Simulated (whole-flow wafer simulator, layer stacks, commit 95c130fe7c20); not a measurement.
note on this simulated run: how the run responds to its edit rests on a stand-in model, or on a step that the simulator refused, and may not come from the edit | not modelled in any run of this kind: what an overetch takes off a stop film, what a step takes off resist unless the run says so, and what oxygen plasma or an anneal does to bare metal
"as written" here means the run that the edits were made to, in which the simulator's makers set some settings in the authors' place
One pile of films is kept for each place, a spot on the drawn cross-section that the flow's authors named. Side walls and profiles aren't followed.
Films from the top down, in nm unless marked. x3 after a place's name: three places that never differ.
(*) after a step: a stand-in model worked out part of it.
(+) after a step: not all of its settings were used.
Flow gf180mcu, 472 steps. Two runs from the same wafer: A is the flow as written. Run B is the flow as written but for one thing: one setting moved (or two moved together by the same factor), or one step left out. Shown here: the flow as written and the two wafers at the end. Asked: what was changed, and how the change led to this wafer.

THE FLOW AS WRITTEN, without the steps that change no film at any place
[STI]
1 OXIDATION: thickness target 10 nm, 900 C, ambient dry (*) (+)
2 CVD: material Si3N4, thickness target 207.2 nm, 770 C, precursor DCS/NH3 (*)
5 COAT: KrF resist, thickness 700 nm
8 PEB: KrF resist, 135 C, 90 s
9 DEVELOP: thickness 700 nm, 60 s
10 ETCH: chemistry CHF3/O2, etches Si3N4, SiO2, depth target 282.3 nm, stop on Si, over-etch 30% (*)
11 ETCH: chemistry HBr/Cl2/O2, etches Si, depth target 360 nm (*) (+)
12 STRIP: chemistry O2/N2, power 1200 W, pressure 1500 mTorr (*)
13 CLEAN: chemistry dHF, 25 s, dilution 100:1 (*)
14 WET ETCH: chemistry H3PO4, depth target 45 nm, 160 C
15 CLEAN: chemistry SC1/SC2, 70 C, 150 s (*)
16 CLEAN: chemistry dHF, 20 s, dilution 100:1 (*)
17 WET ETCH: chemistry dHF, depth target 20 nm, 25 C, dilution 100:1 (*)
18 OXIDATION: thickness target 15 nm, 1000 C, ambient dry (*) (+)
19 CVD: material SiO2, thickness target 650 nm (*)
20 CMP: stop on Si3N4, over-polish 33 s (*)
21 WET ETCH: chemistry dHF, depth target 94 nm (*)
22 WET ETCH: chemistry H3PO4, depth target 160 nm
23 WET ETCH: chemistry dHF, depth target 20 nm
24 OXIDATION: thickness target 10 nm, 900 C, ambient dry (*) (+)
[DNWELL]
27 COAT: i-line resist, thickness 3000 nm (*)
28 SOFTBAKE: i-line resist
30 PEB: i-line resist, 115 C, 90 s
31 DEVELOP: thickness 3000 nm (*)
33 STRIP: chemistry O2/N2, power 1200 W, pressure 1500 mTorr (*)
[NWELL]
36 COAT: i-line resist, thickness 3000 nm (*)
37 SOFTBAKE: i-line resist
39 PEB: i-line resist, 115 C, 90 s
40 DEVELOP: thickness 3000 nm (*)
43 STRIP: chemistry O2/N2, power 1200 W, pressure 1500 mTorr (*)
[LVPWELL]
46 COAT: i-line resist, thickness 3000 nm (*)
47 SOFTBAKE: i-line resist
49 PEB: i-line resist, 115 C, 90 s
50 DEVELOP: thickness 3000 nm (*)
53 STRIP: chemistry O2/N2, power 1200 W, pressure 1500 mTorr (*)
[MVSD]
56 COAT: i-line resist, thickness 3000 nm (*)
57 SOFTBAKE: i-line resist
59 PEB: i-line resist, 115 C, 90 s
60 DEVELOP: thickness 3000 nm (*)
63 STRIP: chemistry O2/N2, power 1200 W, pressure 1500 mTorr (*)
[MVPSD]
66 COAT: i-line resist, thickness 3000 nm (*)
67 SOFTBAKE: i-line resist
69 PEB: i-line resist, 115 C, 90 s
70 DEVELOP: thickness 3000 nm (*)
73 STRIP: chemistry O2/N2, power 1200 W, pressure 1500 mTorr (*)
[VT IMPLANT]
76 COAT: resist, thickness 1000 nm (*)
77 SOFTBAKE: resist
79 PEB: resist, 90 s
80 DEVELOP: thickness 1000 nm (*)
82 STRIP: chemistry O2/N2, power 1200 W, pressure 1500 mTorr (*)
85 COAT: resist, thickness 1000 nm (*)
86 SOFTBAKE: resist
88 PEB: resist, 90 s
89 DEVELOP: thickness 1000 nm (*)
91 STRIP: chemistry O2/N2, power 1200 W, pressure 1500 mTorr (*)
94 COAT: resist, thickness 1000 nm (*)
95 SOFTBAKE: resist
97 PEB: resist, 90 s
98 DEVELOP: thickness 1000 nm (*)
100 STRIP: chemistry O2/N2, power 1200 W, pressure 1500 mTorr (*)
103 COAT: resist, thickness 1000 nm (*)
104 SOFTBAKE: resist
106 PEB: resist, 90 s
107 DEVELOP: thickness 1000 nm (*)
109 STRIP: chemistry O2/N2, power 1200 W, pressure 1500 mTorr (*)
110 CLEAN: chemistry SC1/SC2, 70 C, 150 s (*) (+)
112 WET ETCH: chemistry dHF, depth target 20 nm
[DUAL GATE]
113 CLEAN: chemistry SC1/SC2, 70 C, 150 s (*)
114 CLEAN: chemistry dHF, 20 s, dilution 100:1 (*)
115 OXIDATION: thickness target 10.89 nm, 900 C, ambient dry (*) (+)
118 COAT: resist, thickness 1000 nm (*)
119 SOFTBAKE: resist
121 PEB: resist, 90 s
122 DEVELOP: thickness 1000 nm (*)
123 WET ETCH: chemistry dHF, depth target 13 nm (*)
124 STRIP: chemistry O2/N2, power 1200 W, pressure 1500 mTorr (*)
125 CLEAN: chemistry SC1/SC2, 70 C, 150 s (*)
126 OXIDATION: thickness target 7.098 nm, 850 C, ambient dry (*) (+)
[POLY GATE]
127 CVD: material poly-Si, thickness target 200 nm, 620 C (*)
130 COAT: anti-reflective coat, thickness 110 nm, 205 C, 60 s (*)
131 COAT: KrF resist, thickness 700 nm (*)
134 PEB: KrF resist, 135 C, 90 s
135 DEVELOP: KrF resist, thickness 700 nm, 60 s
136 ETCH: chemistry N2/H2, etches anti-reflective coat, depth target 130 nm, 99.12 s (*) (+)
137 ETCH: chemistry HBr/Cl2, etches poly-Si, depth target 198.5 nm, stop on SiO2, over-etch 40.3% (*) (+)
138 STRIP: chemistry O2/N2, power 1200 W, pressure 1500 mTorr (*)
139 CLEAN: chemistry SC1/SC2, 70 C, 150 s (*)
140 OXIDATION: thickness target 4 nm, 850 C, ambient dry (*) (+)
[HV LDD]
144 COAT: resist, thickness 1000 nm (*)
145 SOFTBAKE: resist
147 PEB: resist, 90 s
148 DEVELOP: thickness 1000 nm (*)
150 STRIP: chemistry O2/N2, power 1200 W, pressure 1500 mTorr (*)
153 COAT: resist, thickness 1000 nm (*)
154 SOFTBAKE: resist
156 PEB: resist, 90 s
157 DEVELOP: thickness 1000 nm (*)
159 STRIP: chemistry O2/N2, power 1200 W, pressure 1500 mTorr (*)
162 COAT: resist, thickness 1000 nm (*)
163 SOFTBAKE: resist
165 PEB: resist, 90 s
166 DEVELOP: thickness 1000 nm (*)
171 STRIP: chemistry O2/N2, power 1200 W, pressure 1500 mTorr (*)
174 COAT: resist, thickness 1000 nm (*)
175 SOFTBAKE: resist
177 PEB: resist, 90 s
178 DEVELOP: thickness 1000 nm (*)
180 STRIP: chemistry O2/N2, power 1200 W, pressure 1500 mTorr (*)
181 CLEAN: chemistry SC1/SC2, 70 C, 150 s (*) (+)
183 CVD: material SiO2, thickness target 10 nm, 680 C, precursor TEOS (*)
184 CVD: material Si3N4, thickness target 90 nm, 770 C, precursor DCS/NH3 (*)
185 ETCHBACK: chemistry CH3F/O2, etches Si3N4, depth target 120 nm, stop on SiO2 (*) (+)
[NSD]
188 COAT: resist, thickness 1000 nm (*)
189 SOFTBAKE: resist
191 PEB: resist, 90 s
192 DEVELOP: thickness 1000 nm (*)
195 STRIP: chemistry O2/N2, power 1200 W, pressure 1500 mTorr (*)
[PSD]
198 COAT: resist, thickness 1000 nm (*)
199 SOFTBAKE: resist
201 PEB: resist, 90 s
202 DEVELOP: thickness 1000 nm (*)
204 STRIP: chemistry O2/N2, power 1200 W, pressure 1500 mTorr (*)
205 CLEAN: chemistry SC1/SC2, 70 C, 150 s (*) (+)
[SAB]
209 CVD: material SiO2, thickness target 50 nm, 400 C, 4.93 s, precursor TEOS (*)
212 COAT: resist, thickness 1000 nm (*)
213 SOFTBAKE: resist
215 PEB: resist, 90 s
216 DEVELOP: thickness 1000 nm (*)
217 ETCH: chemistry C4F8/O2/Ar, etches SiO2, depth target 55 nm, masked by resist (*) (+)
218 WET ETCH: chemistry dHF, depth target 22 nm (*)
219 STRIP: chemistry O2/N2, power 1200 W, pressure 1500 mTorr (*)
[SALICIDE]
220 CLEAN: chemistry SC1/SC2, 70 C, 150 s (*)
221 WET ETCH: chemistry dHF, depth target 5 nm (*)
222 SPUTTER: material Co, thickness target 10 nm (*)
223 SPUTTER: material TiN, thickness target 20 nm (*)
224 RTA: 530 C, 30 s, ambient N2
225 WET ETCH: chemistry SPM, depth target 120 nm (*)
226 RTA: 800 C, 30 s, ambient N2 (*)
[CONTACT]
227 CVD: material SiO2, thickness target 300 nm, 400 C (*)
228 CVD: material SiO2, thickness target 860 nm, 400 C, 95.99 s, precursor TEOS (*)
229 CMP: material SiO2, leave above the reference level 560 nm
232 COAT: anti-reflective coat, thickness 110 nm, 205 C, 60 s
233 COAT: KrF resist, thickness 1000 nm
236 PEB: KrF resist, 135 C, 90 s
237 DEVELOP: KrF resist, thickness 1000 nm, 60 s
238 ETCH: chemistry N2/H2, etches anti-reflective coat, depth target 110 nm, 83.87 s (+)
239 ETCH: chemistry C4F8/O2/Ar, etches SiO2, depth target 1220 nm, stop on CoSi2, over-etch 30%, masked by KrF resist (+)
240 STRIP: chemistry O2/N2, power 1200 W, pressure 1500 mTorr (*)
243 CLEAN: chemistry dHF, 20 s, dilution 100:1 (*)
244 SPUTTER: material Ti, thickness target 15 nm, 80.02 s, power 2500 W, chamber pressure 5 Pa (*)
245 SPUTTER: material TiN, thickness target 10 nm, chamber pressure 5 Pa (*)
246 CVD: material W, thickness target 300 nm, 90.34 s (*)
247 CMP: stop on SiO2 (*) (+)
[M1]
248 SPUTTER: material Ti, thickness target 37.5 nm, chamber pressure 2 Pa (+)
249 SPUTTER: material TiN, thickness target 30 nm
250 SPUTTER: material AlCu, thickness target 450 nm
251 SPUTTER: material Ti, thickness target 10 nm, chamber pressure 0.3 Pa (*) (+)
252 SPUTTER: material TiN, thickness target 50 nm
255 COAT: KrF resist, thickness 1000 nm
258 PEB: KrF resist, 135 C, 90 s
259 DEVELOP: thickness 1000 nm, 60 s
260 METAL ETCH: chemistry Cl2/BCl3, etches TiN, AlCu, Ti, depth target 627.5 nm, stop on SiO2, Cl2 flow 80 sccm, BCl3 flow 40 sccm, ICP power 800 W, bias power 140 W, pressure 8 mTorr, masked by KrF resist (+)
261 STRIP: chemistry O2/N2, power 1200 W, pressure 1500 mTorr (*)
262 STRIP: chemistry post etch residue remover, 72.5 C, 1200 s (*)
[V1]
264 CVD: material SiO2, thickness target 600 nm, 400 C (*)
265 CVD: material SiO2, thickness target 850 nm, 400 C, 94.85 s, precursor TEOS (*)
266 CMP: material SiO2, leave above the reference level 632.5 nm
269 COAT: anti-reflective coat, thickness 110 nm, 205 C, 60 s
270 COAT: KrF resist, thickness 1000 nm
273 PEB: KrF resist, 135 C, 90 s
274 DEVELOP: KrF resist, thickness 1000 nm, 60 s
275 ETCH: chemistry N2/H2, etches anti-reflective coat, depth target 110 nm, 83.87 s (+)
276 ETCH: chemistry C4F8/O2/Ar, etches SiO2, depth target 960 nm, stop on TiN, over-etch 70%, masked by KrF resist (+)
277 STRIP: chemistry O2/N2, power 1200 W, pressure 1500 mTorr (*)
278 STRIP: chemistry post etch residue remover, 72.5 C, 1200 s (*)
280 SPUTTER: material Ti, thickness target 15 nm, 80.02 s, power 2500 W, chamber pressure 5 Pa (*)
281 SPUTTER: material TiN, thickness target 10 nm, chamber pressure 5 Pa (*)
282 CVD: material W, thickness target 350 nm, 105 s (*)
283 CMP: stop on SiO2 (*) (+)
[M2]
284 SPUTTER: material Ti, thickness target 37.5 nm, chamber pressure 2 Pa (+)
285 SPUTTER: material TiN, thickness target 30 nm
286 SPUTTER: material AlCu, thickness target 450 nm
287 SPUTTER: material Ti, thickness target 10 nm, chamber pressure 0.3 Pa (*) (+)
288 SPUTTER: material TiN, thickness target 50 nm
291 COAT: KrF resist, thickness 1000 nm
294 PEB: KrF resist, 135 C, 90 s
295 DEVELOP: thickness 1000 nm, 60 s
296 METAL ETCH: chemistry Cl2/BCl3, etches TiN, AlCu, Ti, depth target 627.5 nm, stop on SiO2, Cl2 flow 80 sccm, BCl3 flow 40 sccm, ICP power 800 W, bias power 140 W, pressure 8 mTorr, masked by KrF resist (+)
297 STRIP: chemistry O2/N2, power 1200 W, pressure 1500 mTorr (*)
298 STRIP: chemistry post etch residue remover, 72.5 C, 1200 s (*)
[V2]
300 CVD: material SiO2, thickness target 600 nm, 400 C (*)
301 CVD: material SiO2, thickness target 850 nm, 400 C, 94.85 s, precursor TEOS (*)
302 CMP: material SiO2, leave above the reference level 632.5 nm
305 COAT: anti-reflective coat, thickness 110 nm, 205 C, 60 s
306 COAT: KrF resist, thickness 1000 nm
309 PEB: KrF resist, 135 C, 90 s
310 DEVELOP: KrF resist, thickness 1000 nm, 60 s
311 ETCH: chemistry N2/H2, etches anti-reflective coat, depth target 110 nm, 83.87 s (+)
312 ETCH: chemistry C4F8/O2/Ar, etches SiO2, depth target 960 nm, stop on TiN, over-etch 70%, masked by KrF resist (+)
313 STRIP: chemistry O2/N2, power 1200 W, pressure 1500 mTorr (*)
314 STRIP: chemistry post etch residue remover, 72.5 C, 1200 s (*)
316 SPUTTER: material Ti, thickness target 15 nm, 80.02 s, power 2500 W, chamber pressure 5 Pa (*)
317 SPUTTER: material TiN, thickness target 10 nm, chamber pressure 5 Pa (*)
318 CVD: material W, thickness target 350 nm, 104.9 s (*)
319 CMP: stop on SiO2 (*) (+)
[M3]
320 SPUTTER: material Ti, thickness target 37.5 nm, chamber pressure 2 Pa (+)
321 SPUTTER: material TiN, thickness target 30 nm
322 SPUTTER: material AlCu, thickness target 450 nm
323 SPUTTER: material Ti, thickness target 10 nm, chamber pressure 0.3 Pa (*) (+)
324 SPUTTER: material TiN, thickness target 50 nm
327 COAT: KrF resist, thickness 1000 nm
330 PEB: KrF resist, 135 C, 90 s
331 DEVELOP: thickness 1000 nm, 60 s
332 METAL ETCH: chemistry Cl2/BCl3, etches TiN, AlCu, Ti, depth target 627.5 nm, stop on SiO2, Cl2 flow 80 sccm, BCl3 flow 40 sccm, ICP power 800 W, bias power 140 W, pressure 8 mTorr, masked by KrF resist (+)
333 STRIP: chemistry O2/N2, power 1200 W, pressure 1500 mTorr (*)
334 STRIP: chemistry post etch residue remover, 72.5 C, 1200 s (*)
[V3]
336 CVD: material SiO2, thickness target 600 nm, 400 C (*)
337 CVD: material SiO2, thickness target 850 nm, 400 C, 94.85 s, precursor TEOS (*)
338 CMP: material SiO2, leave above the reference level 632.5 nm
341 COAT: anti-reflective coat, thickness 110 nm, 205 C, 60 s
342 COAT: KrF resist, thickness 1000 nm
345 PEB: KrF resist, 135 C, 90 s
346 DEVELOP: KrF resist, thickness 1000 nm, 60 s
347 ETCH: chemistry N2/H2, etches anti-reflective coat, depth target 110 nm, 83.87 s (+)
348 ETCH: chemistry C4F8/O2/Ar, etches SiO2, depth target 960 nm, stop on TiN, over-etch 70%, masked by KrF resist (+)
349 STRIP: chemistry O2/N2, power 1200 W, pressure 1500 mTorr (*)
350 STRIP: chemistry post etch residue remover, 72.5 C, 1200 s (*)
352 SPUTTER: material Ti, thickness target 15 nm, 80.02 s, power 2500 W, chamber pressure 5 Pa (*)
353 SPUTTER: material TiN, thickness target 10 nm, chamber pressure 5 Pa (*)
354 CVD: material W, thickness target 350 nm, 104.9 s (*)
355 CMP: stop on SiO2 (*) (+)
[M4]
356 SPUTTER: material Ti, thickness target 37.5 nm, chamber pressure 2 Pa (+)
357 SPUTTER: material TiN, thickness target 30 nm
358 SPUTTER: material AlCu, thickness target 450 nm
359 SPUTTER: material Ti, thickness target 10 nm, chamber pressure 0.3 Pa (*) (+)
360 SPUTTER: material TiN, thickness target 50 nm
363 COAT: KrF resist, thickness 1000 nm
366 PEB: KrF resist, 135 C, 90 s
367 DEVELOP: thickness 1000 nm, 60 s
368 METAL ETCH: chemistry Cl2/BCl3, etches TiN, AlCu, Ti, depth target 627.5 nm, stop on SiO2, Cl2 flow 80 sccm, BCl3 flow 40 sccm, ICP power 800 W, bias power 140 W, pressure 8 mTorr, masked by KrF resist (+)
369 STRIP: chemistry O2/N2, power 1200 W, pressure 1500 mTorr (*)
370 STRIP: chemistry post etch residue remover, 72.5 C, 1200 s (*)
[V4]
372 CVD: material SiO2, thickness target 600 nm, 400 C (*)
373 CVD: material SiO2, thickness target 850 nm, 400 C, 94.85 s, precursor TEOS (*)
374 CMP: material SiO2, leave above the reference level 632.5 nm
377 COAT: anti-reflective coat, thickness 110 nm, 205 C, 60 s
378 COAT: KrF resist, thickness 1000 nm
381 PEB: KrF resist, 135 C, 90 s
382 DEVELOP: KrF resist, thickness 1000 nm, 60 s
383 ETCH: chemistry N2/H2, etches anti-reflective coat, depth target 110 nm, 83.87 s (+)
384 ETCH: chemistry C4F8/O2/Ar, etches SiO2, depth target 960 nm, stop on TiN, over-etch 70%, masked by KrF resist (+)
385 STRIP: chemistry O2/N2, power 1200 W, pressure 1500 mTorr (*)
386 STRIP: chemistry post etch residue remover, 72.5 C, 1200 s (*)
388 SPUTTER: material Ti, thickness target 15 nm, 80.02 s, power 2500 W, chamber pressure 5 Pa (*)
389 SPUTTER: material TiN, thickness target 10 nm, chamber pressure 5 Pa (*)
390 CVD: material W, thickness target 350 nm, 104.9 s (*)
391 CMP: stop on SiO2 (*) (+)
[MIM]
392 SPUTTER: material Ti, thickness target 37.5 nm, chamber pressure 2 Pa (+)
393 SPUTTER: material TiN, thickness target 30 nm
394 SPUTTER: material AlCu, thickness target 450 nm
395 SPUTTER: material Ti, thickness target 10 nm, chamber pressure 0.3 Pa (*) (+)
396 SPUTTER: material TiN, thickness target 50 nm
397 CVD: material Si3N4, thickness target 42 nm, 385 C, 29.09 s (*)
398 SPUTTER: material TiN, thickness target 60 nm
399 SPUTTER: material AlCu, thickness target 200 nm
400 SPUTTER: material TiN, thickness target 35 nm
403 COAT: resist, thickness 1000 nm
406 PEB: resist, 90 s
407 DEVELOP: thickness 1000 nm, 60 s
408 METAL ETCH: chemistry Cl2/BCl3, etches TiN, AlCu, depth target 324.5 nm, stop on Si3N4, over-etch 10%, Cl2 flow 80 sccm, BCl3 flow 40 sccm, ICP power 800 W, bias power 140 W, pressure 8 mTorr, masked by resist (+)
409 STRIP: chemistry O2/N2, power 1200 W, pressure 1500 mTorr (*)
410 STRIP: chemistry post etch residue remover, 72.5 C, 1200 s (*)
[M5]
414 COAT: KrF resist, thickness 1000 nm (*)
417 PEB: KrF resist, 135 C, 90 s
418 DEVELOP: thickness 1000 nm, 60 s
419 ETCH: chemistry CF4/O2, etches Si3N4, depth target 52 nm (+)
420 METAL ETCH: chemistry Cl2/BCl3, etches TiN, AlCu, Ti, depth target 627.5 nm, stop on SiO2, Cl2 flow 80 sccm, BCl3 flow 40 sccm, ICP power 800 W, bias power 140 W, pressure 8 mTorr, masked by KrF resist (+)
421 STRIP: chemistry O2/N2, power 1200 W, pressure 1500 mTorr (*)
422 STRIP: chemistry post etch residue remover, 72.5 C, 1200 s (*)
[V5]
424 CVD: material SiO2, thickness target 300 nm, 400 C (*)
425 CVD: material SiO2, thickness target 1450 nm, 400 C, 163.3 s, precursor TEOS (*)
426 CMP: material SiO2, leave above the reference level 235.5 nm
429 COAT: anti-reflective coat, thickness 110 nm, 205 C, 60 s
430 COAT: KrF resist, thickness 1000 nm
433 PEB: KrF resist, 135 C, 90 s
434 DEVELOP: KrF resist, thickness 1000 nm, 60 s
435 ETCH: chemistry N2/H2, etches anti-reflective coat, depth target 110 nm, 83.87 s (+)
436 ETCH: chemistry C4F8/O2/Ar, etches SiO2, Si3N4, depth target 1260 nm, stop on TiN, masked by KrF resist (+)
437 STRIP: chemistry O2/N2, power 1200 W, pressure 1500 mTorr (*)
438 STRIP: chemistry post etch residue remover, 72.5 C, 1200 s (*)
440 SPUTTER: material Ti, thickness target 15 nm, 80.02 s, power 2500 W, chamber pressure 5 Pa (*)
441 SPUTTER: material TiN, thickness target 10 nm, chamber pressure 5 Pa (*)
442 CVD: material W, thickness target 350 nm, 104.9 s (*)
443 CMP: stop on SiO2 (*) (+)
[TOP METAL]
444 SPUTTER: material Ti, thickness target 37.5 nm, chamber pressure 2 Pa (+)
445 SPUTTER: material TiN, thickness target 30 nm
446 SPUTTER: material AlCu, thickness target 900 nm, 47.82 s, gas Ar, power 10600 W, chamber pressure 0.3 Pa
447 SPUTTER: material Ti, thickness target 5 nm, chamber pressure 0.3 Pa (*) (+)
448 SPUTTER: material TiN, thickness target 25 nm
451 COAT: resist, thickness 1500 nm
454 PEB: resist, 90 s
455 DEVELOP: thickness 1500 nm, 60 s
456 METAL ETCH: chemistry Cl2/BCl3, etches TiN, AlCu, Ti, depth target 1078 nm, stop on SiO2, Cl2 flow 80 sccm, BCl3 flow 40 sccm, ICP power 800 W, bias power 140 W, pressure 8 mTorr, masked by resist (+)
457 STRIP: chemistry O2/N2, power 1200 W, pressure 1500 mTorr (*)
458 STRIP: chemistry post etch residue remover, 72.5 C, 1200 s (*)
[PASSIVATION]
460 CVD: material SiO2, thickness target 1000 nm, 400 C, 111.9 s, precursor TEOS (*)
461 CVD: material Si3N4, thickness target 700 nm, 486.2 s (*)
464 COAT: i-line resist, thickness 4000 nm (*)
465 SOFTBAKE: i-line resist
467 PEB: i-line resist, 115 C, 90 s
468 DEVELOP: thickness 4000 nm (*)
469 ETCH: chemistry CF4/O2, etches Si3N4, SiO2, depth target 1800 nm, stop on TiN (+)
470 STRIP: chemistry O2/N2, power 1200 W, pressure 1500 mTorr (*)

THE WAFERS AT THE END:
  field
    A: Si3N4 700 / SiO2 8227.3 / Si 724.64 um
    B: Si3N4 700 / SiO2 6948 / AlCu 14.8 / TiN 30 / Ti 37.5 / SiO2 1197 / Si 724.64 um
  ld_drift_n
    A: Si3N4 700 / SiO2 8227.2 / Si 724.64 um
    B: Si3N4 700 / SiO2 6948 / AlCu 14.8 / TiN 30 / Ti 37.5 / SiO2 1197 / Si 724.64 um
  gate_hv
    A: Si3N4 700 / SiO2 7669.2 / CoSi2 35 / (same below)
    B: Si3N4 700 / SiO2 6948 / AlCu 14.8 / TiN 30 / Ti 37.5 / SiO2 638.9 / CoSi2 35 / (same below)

The cause: step 260, METAL ETCH: depth target 489.5 nm was run, where the flow has depth target 627.5 nm.

How the change led to this, step by step:
  260 METAL ETCH: chemistry Cl2/BCl3, etches TiN, AlCu, Ti, depth target 627.5 nm, stop on SiO2, Cl2 flow 80 sccm, BCl3 flow 40 sccm, ICP power 800 W, bias power 140 W, pressure 8 mTorr, masked by KrF resist (+)
      field, field__w1, field__w2 and 99 more: A TiN -50 (all of it), Ti -10 (all of it), AlCu -450 (all of it), TiN -30 (all of it), Ti -37.5 (all of it) | B TiN -50 (all of it), Ti -10 (all of it), AlCu -429.5
      field__w8, contact, m1 and 6 more: A KrF resist -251 | B KrF resist -195.8
  261 STRIP: chemistry O2/N2, power 1200 W, pressure 1500 mTorr (*)
      field__w8, contact, m1 and 6 more: A KrF resist -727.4 (all of it) | B KrF resist -782.6 (all of it)
  262 STRIP: chemistry post etch residue remover, 72.5 C, 1200 s (*)
      field, field__w1, field__w2 and 99 more: A nothing | B AlCu -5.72
  264 CVD: material SiO2, thickness target 600 nm, 400 C (*)
      field, field__w1, field__w2 and 99 more: A SiO2 +600 | B SiO2 +600 (new film)
  266 CMP: material SiO2, leave above the reference level 632.5 nm
      field, field__w1, field__w2 and 99 more: A SiO2 -300 | B SiO2 -382.3
Counting metal films that touch as one body, field has 1 body; the flow as written gives 0 bodies.
Counting metal films that touch as one body, ld_drift_n has 1 body; the flow as written gives 0 bodies.
Counting metal films that touch as one body, gate_hv has 2 bodies (between them, from the top down: SiO2 638.9); the flow as written gives 1 body.
